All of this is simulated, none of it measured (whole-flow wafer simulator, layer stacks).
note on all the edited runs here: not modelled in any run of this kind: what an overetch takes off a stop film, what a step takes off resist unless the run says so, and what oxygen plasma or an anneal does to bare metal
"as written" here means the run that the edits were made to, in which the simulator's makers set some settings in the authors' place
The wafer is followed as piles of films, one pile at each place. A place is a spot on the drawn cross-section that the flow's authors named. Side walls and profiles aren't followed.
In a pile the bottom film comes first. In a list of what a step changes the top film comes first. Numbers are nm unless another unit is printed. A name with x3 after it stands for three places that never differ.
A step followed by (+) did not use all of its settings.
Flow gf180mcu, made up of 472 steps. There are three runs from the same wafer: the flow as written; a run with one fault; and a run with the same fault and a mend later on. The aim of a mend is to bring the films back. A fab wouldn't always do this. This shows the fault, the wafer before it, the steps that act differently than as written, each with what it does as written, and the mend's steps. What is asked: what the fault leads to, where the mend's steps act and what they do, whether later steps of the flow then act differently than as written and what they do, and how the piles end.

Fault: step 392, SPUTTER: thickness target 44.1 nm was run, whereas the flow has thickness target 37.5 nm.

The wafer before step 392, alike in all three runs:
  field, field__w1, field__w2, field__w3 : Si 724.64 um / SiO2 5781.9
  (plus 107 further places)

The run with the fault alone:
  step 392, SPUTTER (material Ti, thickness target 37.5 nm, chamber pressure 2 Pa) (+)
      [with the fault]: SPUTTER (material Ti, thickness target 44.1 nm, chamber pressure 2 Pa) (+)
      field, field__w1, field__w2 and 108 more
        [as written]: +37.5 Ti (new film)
        [with the fault]: +44.1 Ti (new film)
  Later steps of the flow acting differently than as written (1 more step, not shown, differs only slightly: by at most 2% or 0.5 nm, whichever is larger):
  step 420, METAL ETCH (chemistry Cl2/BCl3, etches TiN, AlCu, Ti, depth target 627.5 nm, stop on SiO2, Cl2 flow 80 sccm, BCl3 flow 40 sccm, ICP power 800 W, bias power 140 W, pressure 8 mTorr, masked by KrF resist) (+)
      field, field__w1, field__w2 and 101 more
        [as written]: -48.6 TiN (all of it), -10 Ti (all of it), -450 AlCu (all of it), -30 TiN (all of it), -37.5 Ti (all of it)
        [with the fault]: -48.6 TiN (all of it), -10 Ti (all of it), -450 AlCu (all of it), -30 TiN (all of it), -44.1 Ti (all of it)
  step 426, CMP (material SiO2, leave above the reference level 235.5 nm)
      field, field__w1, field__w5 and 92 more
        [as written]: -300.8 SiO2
        [with the fault]: -294.2 SiO2
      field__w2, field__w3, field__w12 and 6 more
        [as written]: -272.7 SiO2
        [with the fault]: -265.8 SiO2
  By the end, the piles at field__w4, field__w8, contact, m1, m1__w1, mim, mim_1p0, m1_nw depart from the flow's by more than 2% or 0.5 nm, whichever is larger.
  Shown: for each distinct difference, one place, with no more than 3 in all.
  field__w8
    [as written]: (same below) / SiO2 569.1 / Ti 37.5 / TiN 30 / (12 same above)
    [with the fault]: (same below) / SiO2 569.1 / Ti 44.1 / TiN 30 / (12 same above)
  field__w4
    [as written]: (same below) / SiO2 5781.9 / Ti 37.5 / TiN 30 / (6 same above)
    [with the fault]: (same below) / SiO2 5781.9 / Ti 44.1 / TiN 30 / (6 same above)
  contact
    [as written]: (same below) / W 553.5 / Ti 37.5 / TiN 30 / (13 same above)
    [with the fault]: (same below) / W 553.5 / Ti 44.1 / TiN 30 / (13 same above)

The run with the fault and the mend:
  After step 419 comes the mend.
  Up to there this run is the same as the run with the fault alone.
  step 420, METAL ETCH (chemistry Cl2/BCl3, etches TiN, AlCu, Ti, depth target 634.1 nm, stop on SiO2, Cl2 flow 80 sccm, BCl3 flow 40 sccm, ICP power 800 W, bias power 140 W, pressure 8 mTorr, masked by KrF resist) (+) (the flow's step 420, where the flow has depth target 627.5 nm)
      field, field__w1, field__w2 and 101 more
        -48.6 TiN (all of it), -10 Ti (all of it), -450 AlCu (all of it), -30 TiN (all of it), -44.1 Ti (all of it)
      field__w4, field__w8, contact, m1, m1__w1, mim, mim_1p0, m1_nw
        -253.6 KrF resist
  Later steps of the flow acting differently than as written (2 more steps, not shown, differ only slightly: by at most 2% or 0.5 nm, whichever is larger):
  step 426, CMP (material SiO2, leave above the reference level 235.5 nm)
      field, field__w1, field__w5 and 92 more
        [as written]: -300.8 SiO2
        [with the mend]: -294.2 SiO2
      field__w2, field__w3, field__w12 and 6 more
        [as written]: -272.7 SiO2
        [with the mend]: -265.8 SiO2
  By the end, the piles at field__w4, field__w8, contact, m1, m1__w1, mim, mim_1p0, m1_nw depart from the flow's by more than 2% or 0.5 nm, whichever is larger.
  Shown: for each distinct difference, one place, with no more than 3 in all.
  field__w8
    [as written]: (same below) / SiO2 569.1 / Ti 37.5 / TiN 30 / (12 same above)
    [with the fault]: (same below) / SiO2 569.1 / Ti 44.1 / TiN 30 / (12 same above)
    [with the mend]: (same below) / SiO2 569.1 / Ti 44.1 / TiN 30 / (12 same above)
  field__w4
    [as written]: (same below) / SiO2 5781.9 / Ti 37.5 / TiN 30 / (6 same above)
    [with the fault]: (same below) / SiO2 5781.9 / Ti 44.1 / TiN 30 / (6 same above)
    [with the mend]: (same below) / SiO2 5781.9 / Ti 44.1 / TiN 30 / (6 same above)
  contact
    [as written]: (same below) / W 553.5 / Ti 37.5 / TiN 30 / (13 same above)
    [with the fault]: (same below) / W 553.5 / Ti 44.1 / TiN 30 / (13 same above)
    [with the mend]: (same below) / W 553.5 / Ti 44.1 / TiN 30 / (13 same above)
